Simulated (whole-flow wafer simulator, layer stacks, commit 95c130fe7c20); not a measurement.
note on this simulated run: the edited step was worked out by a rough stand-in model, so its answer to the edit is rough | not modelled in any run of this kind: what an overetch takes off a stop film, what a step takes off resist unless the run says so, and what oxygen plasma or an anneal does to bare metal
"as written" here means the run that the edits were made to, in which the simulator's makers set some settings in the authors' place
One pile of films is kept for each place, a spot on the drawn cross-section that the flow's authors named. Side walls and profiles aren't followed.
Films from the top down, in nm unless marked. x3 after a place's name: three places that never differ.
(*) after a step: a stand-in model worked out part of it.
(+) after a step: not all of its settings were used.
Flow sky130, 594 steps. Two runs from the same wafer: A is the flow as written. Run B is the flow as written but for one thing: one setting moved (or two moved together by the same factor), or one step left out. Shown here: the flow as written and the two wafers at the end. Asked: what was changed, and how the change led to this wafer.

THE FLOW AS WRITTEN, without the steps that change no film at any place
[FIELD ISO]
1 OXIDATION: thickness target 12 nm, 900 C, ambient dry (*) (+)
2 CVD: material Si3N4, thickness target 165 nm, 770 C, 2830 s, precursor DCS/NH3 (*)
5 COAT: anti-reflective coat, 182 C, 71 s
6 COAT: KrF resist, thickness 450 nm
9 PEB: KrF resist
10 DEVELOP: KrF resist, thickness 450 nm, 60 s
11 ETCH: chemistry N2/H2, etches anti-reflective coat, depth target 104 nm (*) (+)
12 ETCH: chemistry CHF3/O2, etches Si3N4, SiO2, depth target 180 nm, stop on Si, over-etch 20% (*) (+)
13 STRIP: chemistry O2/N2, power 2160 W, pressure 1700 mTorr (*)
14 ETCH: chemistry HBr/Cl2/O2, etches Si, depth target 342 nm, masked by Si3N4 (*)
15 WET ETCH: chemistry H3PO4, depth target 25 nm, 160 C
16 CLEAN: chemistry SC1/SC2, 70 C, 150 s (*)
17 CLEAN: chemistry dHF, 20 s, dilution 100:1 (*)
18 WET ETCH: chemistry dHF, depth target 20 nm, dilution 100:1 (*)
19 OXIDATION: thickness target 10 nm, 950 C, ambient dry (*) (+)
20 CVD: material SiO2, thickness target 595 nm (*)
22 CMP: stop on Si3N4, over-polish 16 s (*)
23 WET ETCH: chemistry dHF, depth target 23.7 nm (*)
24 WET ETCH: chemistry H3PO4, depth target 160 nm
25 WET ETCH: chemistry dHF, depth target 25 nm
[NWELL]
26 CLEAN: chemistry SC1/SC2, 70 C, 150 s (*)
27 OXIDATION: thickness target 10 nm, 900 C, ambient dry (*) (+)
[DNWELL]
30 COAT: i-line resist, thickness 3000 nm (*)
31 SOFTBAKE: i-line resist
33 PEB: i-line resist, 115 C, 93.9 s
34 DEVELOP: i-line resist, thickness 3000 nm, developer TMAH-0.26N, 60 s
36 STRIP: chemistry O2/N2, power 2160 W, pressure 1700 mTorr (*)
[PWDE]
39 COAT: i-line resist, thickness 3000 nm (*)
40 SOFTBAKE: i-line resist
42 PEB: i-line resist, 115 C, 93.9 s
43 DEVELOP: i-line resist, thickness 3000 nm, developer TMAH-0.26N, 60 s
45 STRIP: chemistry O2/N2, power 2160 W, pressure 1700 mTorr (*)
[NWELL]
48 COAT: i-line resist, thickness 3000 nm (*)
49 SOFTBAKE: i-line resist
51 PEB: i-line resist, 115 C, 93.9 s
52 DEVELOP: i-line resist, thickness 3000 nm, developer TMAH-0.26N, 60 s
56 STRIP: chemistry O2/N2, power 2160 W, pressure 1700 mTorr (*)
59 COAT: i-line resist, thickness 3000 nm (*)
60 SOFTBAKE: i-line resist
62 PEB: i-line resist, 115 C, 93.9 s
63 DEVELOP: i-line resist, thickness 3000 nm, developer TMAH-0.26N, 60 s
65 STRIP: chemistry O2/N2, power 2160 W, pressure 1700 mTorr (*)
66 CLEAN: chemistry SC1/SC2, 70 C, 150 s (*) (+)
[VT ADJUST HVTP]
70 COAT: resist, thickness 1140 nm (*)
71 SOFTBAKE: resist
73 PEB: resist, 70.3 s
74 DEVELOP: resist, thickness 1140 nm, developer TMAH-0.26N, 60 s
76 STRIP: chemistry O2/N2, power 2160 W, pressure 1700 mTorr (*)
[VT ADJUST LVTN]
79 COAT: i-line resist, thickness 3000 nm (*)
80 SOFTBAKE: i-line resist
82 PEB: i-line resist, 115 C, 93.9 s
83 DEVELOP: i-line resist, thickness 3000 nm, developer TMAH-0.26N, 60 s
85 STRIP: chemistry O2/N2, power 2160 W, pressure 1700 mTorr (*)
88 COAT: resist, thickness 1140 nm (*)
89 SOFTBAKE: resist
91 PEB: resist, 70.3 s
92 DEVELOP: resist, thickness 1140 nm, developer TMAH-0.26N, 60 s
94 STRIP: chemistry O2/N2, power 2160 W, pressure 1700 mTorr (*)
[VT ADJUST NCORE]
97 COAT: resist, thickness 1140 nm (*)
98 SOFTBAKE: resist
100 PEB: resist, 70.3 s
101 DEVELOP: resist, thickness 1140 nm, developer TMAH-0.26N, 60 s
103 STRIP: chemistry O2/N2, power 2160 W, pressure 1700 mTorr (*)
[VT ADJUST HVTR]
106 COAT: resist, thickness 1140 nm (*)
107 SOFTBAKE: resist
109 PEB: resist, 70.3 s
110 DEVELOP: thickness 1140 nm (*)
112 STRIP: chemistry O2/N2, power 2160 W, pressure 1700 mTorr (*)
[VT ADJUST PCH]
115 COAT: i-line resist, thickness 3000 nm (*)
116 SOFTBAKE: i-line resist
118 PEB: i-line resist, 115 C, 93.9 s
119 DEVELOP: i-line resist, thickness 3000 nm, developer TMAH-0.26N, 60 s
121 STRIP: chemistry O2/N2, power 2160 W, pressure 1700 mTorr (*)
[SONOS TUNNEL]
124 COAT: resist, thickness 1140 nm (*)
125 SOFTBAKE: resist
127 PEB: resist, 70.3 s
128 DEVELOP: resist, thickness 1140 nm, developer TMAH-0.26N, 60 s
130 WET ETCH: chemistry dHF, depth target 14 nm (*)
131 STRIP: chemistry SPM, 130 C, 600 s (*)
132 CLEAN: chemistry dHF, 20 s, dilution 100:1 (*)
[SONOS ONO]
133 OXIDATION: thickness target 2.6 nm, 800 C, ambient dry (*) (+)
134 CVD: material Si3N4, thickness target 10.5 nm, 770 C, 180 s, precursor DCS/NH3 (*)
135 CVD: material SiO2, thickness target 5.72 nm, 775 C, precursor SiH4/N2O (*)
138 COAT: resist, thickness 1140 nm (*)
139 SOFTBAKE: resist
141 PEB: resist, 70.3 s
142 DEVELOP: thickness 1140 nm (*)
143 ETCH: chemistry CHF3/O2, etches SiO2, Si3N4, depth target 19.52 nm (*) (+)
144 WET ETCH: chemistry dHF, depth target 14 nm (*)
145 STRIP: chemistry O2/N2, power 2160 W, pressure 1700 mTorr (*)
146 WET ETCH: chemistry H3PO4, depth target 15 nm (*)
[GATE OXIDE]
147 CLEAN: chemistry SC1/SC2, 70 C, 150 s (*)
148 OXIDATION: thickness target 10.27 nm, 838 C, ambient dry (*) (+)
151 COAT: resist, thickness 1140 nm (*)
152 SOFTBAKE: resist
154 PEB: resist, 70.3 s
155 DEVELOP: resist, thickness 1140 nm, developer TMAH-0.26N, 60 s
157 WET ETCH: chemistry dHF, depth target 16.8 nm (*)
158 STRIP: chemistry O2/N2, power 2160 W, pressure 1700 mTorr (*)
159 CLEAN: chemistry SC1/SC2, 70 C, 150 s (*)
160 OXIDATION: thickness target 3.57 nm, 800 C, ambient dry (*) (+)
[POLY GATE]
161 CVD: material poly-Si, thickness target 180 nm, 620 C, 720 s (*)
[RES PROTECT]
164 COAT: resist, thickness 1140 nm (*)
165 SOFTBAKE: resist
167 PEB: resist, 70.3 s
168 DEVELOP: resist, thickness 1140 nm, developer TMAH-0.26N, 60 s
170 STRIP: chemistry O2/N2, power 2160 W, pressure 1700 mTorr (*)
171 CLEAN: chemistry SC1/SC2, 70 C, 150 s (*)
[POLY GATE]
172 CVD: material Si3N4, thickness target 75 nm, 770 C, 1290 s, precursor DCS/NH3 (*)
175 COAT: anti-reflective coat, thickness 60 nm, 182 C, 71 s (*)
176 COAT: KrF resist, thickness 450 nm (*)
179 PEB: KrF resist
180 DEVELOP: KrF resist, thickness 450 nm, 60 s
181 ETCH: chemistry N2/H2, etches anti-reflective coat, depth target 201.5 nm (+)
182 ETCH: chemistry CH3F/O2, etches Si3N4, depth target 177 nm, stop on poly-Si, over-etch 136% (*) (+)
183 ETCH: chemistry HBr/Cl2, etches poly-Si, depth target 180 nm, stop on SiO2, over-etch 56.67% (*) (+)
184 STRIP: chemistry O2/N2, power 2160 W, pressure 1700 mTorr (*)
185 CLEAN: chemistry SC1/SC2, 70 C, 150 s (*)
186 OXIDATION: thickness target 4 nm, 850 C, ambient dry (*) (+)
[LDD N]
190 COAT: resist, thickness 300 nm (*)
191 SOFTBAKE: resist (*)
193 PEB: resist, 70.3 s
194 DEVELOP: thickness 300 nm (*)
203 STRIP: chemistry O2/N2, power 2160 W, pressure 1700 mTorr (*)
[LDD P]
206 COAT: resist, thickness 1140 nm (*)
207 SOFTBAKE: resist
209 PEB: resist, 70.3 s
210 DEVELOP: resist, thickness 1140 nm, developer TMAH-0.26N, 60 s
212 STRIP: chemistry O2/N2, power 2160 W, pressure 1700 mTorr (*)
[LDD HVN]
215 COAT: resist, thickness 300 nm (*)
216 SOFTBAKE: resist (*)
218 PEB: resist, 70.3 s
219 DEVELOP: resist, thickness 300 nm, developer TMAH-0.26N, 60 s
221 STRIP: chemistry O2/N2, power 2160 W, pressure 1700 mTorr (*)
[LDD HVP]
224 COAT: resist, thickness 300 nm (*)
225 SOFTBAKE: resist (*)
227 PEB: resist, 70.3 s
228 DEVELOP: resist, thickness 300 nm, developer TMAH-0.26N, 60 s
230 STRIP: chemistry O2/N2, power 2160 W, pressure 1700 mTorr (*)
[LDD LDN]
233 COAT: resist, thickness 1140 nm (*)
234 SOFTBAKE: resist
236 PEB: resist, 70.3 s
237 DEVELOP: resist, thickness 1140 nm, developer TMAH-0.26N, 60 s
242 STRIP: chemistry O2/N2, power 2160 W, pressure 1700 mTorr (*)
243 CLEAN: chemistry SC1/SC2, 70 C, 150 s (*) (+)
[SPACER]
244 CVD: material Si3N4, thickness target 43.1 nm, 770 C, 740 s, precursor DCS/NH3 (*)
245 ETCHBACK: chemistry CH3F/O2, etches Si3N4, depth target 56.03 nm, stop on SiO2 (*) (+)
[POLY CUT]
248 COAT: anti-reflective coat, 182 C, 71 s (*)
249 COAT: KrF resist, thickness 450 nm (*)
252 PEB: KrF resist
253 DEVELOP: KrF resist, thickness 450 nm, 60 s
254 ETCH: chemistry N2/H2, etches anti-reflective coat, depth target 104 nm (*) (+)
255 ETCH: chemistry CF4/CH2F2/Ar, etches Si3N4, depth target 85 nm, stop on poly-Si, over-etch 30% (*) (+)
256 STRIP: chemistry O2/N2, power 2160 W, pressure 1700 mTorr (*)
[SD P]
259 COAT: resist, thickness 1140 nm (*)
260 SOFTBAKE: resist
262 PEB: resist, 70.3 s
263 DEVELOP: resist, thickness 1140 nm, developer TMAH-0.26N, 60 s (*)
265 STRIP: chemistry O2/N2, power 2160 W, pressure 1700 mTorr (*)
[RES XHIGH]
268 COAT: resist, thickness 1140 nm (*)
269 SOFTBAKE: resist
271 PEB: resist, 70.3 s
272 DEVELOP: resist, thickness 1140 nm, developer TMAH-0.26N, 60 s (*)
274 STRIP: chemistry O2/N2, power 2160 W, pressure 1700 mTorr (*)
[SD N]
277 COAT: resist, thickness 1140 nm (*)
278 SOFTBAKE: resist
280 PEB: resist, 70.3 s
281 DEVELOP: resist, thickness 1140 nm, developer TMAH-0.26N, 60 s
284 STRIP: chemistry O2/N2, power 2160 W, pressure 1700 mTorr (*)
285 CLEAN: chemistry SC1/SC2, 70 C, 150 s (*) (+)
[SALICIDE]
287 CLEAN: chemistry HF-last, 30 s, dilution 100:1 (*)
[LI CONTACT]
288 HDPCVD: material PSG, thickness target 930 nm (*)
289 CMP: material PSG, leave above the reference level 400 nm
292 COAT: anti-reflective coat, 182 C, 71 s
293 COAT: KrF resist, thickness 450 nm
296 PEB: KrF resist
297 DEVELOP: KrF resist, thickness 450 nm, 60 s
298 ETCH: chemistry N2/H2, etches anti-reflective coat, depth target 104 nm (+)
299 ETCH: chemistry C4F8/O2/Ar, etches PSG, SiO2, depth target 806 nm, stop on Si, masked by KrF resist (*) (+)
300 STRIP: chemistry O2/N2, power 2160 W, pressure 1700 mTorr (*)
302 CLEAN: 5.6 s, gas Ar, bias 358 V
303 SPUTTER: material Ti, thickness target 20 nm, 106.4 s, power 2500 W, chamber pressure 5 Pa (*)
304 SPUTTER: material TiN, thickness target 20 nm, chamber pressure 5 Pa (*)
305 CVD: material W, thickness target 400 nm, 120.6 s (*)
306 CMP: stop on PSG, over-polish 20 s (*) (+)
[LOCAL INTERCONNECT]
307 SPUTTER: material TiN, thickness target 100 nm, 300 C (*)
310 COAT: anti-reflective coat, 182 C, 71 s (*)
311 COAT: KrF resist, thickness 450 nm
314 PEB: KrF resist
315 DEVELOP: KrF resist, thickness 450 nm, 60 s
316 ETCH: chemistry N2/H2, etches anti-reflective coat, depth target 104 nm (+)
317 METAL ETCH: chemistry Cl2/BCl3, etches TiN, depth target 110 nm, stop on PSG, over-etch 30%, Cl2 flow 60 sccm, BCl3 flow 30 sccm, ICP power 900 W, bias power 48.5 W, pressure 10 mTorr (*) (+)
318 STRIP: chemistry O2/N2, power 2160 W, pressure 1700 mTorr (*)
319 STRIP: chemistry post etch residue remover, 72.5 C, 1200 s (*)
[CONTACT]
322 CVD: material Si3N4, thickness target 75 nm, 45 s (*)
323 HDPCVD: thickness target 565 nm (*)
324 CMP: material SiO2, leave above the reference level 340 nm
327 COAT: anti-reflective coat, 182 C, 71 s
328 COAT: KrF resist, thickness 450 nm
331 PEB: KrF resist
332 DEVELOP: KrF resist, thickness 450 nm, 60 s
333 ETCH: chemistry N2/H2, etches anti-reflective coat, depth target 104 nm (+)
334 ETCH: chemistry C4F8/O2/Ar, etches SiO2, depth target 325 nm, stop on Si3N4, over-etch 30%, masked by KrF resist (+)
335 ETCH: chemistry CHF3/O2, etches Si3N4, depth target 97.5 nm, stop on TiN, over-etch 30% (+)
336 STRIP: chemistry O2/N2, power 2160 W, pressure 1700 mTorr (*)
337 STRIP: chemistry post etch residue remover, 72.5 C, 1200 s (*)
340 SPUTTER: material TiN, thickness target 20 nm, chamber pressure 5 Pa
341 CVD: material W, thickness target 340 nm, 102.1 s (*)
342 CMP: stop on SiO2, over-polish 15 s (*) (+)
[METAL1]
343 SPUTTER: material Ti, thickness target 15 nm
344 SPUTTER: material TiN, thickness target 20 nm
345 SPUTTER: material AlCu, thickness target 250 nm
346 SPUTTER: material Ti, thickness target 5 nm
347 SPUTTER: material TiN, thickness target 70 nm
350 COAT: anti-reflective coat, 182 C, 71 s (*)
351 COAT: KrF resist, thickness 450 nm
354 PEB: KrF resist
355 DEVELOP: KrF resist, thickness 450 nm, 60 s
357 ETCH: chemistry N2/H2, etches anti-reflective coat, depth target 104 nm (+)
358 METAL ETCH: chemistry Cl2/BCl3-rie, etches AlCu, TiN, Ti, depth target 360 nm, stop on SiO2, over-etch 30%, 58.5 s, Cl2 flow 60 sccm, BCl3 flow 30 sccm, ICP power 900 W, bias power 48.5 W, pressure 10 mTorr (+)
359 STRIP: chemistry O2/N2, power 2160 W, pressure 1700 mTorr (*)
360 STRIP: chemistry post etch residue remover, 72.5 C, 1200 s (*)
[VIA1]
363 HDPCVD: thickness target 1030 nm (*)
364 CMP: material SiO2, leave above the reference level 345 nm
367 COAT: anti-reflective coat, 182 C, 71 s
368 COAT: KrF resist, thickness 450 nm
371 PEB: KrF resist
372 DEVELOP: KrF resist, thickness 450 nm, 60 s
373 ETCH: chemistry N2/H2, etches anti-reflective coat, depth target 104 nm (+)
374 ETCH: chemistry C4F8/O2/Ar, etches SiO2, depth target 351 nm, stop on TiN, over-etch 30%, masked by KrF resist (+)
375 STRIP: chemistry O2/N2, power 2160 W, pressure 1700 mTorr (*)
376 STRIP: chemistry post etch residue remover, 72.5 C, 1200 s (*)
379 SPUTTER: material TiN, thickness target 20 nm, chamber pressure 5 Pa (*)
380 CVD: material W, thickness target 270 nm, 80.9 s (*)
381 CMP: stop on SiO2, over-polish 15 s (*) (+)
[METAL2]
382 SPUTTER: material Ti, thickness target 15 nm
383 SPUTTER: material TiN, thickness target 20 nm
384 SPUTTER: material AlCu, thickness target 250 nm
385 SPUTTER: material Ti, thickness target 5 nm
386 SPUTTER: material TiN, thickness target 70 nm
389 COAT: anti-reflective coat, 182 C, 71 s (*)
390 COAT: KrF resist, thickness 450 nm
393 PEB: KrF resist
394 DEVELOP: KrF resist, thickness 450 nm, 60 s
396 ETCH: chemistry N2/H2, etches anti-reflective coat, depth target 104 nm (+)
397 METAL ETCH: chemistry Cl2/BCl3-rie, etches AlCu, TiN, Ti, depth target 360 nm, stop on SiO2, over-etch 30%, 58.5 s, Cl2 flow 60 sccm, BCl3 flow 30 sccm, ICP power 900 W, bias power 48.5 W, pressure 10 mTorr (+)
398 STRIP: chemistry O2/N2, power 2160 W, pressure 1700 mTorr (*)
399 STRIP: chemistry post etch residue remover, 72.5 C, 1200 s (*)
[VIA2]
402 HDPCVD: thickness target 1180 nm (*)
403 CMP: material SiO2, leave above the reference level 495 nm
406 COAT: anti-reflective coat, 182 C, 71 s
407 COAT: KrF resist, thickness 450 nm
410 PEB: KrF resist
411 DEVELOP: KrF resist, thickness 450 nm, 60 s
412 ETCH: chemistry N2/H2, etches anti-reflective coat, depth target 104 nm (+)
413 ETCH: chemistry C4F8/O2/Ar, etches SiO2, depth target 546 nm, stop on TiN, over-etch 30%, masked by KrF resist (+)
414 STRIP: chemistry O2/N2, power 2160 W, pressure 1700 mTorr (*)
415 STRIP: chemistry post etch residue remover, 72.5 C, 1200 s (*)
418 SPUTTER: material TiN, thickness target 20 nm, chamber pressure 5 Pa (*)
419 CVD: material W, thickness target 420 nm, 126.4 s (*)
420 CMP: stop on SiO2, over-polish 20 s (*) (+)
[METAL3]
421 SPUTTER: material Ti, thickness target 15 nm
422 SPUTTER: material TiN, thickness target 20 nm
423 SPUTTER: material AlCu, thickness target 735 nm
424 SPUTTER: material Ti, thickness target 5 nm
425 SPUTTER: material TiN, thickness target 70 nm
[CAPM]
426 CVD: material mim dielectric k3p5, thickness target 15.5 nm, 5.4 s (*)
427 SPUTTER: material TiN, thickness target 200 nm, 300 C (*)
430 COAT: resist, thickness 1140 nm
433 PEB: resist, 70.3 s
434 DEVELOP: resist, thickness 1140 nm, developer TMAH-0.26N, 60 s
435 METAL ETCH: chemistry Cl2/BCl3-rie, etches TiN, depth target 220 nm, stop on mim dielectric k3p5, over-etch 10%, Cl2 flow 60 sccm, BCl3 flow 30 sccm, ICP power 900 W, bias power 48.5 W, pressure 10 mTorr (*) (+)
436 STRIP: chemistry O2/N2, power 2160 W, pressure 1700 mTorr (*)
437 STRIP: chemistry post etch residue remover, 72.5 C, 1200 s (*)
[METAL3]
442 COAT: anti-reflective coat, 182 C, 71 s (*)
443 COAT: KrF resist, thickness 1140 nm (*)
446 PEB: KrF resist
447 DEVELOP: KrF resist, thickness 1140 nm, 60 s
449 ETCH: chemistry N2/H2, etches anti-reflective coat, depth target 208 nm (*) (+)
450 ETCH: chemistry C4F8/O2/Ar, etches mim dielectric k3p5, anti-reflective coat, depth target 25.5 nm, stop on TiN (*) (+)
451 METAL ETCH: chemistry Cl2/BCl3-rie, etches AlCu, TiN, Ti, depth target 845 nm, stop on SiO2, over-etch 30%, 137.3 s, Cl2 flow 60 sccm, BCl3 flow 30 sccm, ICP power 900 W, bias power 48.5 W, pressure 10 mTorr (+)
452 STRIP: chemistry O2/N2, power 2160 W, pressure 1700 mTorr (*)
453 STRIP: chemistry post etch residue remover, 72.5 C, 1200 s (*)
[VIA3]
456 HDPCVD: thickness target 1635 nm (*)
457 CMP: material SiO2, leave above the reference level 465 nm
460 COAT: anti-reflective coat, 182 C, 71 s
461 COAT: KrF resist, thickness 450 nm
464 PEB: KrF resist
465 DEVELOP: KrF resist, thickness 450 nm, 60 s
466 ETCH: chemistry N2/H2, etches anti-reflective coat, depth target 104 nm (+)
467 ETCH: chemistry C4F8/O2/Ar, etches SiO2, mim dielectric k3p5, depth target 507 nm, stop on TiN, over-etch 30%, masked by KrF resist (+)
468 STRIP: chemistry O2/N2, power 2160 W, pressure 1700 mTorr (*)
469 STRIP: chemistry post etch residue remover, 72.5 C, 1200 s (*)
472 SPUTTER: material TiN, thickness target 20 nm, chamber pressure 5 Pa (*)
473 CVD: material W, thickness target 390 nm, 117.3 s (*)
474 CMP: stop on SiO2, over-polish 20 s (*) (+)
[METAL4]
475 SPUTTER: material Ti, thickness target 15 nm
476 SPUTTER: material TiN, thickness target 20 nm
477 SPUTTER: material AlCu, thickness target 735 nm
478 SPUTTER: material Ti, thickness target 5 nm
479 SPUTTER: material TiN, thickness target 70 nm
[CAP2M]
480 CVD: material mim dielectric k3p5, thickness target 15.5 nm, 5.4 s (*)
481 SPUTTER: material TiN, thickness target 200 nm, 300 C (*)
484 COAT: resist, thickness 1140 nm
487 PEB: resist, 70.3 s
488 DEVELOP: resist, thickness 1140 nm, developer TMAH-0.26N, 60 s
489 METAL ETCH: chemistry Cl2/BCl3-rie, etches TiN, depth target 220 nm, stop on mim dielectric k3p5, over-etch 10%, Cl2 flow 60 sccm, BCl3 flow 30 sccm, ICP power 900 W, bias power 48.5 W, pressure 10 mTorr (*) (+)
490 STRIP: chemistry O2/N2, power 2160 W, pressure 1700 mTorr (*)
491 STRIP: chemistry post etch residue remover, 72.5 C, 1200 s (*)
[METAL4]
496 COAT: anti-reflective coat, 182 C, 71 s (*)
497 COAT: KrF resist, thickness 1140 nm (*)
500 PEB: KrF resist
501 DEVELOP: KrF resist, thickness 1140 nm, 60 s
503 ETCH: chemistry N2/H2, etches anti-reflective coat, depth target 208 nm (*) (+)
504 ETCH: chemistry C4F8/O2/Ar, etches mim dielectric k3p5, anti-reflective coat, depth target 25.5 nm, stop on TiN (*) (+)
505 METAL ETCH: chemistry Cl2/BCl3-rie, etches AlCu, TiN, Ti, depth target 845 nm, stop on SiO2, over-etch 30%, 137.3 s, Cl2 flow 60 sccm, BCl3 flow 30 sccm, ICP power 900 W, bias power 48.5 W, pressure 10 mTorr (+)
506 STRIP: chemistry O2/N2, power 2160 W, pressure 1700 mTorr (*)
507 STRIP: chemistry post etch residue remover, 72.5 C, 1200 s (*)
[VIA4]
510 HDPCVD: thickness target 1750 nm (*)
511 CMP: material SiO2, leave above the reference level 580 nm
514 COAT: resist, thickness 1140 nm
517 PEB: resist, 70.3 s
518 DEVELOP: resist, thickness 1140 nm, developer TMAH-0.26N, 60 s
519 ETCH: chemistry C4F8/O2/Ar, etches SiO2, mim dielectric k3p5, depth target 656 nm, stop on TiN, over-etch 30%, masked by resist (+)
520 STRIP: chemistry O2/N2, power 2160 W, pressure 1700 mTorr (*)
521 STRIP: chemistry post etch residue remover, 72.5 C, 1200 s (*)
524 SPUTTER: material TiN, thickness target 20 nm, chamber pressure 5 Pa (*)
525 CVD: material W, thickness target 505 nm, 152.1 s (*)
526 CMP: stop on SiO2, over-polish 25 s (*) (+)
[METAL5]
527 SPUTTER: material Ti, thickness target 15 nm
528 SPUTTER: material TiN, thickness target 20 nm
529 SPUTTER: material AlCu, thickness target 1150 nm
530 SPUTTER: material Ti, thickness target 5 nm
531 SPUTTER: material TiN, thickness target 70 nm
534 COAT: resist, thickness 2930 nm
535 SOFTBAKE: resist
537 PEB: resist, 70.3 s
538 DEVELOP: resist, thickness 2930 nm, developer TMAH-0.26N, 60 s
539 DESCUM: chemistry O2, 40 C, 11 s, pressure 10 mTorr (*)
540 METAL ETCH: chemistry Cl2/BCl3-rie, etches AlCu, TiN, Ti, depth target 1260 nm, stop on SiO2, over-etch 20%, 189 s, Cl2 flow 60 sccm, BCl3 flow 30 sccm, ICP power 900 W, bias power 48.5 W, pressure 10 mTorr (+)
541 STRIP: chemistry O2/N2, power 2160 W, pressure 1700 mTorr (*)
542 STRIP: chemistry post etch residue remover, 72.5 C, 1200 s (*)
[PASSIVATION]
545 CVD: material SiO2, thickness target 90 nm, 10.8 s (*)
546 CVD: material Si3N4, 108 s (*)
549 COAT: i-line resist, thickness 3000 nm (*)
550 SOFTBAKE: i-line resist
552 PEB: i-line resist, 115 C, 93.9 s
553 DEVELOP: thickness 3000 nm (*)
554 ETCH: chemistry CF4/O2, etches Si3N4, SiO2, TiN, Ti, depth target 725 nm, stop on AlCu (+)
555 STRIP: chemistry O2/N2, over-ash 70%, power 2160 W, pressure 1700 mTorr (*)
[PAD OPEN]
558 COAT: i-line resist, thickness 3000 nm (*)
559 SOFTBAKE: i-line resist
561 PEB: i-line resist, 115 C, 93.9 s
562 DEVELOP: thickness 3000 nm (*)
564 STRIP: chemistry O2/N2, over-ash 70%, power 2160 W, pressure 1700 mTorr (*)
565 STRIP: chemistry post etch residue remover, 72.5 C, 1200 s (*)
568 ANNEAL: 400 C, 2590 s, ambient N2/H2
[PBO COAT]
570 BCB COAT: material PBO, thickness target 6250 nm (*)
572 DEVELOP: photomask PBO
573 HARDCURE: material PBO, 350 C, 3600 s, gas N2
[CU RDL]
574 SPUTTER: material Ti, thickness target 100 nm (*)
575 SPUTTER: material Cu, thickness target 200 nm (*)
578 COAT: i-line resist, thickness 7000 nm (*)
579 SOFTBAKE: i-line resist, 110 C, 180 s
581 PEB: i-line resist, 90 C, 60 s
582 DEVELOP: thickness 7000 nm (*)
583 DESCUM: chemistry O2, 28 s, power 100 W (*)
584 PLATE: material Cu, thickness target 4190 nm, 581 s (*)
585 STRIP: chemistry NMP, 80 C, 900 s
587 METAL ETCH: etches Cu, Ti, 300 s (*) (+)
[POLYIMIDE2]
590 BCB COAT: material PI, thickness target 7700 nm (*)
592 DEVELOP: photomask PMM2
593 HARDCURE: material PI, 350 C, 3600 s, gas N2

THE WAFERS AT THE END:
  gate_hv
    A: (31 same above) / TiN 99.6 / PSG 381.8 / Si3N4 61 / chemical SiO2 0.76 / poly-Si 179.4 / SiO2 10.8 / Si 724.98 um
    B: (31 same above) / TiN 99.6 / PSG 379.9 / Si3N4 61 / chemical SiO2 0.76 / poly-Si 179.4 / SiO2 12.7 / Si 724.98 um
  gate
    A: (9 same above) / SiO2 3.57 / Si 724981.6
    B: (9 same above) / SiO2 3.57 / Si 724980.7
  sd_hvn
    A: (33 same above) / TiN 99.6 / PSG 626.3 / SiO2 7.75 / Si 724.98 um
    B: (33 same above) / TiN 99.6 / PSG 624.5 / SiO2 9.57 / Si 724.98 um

The cause: step 148, OXIDATION: thickness target 12.22 nm was run, where the flow has thickness target 10.27 nm.

How the change led to this, step by step:
  148 OXIDATION: thickness target 10.27 nm, 838 C, ambient dry (*) (+)
      active, n_well, p_well and 98 more: A SiO2 +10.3 (new film), chemical SiO2 -0.76 (all of it), Si -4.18 | B SiO2 +12.2 (new film), chemical SiO2 -0.76 (all of it), Si -5.04
  157 WET ETCH: chemistry dHF, depth target 16.8 nm (*)
      active, n_well, p_well and 58 more: A SiO2 -10.3 (all of it) | B SiO2 -12.2 (all of it)
  248 COAT: anti-reflective coat, 182 C, 71 s (*)
      m1: A anti-reflective coat +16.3 (new film) | B anti-reflective coat +15.7 (new film)
      gate_p_hv: A anti-reflective coat +15.8 (new film) | B anti-reflective coat +15.2 (new film)
  256 STRIP: chemistry O2/N2, power 2160 W, pressure 1700 mTorr (*)
      m1: A KrF resist -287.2 (all of it), anti-reflective coat -16.3 (all of it) | B KrF resist -286.6 (all of it), anti-reflective coat -15.7 (all of it)
      gate_p_hv: A KrF resist -328.9 (all of it), anti-reflective coat -15.8 (all of it) | B KrF resist -328.6 (all of it), anti-reflective coat -15.2 (all of it)
  306 CMP: stop on PSG, over-polish 20 s (*) (+)
      poly_licon: A W -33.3 | B W -34.4
